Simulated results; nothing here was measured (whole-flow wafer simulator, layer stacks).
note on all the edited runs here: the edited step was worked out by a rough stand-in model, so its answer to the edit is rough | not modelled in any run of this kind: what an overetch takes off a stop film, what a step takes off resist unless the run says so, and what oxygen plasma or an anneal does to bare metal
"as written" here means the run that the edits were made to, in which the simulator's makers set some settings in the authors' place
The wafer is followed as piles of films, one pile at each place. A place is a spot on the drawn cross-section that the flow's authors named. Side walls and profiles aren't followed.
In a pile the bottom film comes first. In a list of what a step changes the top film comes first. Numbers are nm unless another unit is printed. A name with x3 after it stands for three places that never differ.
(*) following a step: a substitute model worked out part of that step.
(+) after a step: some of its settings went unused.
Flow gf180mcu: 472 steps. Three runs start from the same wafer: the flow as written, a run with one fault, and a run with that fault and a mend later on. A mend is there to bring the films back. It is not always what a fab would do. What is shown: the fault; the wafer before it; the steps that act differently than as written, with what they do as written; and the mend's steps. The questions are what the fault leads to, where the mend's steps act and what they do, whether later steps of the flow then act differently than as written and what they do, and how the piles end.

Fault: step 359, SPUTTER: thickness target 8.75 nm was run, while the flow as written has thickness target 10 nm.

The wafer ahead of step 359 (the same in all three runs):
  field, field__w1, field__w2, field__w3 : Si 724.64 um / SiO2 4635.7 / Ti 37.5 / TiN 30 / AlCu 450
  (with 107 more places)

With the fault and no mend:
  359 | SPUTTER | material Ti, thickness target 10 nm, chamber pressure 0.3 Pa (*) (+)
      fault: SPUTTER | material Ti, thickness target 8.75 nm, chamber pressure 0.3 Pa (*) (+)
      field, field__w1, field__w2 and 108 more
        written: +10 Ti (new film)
        fault: +8.75 Ti (new film)
  Later steps of the flow acting differently than as written (3 other steps are not shown; they differ only slightly, by no more than 2% or 0.5 nm, whichever is larger):
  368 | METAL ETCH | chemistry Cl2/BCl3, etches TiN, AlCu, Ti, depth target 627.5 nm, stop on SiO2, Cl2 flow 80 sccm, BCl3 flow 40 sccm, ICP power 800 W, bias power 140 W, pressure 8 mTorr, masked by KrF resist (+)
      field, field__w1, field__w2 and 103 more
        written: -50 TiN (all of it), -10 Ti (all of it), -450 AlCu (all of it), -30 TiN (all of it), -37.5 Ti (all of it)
        fault: -50 TiN (all of it), -8.75 Ti (all of it), -450 AlCu (all of it), -30 TiN (all of it), -37.5 Ti (all of it)
  The piles end different from the flow's at field__w8, contact, m1, m1__w1, m1_nw by more than 2% or 0.5 nm, whichever is larger.
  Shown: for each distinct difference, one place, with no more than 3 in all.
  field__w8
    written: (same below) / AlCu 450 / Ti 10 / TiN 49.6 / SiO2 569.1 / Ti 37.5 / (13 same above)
    fault: (same below) / AlCu 450 / Ti 8.75 / TiN 49.6 / SiO2 570.4 / Ti 37.5 / (13 same above)
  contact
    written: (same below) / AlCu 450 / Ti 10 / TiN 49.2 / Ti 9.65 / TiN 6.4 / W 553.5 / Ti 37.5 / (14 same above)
    fault: (same below) / AlCu 450 / Ti 8.75 / TiN 49.2 / Ti 9.65 / TiN 6.4 / W 554.8 / Ti 37.5 / (14 same above)

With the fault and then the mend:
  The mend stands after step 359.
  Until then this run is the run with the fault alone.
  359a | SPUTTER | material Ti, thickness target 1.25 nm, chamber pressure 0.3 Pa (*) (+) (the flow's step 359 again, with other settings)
      field, field__w1, field__w2 and 108 more
        +1.25 Ti
  None of the later steps of the flow acts differently than as written at any place that is followed.
  The piles end the same as the flow's at every place that both follow.
